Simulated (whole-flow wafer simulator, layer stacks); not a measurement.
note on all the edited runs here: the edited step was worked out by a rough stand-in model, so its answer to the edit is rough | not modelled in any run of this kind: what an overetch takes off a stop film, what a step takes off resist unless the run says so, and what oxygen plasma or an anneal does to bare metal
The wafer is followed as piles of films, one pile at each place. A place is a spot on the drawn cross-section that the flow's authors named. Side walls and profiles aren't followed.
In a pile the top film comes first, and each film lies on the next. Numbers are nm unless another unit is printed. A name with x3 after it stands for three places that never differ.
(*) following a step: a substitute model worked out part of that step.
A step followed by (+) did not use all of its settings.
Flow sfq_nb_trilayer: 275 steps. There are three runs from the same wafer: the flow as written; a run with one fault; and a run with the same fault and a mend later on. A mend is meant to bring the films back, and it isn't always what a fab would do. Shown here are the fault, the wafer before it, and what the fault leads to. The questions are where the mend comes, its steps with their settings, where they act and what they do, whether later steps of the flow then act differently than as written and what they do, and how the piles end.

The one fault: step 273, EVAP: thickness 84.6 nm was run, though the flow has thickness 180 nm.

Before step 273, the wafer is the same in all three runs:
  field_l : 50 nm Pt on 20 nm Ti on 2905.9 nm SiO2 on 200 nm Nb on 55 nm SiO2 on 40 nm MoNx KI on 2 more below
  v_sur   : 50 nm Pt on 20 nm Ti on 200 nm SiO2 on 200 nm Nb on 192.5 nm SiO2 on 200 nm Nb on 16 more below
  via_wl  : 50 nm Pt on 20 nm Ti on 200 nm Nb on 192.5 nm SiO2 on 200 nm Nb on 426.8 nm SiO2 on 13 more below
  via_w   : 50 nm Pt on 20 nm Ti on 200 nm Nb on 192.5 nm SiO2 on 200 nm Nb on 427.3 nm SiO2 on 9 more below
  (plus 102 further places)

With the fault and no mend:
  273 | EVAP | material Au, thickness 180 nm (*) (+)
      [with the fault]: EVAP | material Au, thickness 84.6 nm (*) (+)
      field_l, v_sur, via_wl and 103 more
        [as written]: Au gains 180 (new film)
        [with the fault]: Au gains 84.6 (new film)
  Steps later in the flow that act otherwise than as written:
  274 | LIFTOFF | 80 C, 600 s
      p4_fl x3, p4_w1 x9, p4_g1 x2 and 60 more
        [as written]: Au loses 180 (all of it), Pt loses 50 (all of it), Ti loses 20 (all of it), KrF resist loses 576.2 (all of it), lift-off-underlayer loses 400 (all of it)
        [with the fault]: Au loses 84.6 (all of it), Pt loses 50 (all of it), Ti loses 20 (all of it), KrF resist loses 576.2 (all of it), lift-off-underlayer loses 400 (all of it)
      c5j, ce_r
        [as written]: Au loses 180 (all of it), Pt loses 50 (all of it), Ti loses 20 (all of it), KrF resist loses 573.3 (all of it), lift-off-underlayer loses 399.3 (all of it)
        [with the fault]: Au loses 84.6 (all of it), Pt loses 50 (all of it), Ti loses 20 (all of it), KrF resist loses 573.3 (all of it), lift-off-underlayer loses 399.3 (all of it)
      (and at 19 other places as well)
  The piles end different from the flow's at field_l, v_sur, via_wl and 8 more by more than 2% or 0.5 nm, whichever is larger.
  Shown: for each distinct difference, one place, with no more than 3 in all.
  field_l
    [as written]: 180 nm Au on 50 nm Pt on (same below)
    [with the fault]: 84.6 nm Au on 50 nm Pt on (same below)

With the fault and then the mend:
  The mend follows step 273.
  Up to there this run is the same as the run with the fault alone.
  273a | EVAP | material Au, thickness 95.4 nm (*) (+) (the flow's step 273, run once more with other settings)
      field_l, v_sur, via_wl and 103 more
        Au gains 95.4
  None of the later steps of the flow acts differently than as written at any place that is followed.
  By the end, the piles equal the flow's at every place that both follow.
